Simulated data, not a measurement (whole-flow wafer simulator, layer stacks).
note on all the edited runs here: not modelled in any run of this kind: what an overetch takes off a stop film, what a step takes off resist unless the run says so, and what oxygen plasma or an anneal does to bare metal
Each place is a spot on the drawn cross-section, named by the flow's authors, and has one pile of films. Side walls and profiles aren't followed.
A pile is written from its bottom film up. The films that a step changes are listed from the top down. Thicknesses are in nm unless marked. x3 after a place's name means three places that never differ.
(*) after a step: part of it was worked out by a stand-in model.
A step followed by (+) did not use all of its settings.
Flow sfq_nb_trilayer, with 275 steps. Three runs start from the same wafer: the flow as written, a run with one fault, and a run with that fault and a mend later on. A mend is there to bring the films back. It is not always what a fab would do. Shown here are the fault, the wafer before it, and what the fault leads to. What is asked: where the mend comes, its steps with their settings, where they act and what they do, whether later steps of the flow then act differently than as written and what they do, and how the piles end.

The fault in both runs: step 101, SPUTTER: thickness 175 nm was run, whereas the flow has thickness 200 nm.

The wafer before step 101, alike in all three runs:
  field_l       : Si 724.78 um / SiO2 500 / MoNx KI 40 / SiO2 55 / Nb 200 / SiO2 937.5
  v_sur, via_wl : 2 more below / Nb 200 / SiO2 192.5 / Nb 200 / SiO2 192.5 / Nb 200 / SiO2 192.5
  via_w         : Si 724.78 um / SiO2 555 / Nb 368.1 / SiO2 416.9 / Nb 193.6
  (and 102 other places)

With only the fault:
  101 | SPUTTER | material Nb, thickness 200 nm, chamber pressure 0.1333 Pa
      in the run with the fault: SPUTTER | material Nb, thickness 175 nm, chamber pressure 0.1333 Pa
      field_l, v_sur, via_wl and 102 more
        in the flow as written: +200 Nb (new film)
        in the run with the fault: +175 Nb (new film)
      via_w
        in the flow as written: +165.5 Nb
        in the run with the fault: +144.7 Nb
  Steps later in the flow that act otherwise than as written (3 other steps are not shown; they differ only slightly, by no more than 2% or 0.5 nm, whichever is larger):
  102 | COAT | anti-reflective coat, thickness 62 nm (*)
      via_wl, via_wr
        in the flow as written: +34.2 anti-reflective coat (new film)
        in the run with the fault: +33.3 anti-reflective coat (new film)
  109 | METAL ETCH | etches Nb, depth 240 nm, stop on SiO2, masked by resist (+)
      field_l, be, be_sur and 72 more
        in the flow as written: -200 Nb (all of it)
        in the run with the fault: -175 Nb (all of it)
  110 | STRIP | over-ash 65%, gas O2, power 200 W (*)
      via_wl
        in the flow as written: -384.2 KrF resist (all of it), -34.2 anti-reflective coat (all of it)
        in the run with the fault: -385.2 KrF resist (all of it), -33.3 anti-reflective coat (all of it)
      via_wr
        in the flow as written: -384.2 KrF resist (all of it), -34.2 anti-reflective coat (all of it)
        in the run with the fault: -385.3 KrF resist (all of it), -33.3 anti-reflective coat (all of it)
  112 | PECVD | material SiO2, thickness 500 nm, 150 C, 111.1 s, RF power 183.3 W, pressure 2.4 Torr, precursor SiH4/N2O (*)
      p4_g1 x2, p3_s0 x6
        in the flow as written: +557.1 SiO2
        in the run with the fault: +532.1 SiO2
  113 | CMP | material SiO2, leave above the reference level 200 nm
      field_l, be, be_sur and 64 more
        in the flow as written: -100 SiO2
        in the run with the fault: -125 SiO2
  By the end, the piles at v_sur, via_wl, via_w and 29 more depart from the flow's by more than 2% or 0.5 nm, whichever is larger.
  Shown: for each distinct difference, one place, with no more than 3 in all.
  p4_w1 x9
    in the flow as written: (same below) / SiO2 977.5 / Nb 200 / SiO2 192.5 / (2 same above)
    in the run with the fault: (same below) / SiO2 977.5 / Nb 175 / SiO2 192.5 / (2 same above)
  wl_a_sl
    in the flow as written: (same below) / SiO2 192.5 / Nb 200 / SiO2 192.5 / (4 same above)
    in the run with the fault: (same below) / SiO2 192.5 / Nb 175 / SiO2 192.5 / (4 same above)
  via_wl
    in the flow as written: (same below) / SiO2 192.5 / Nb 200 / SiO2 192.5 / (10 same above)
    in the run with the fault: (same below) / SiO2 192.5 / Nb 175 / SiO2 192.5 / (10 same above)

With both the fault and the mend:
  The mend stands after step 101.
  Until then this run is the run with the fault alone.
  101a | SPUTTER | material Nb, thickness 25 nm, chamber pressure 0.1333 Pa (the flow's step 101 again, with other settings)
      field_l, v_sur, via_wl and 102 more
        +25 Nb
      via_w
        +19 Nb
  Later steps of the flow that are run all act as written at every place that is followed, up to a difference of at most 2% or 0.5 nm, whichever is larger.
  When the end is reached, the piles differ only a little from the flow's at the places that both follow, at most by 2% or 0.5 nm, whichever is larger.
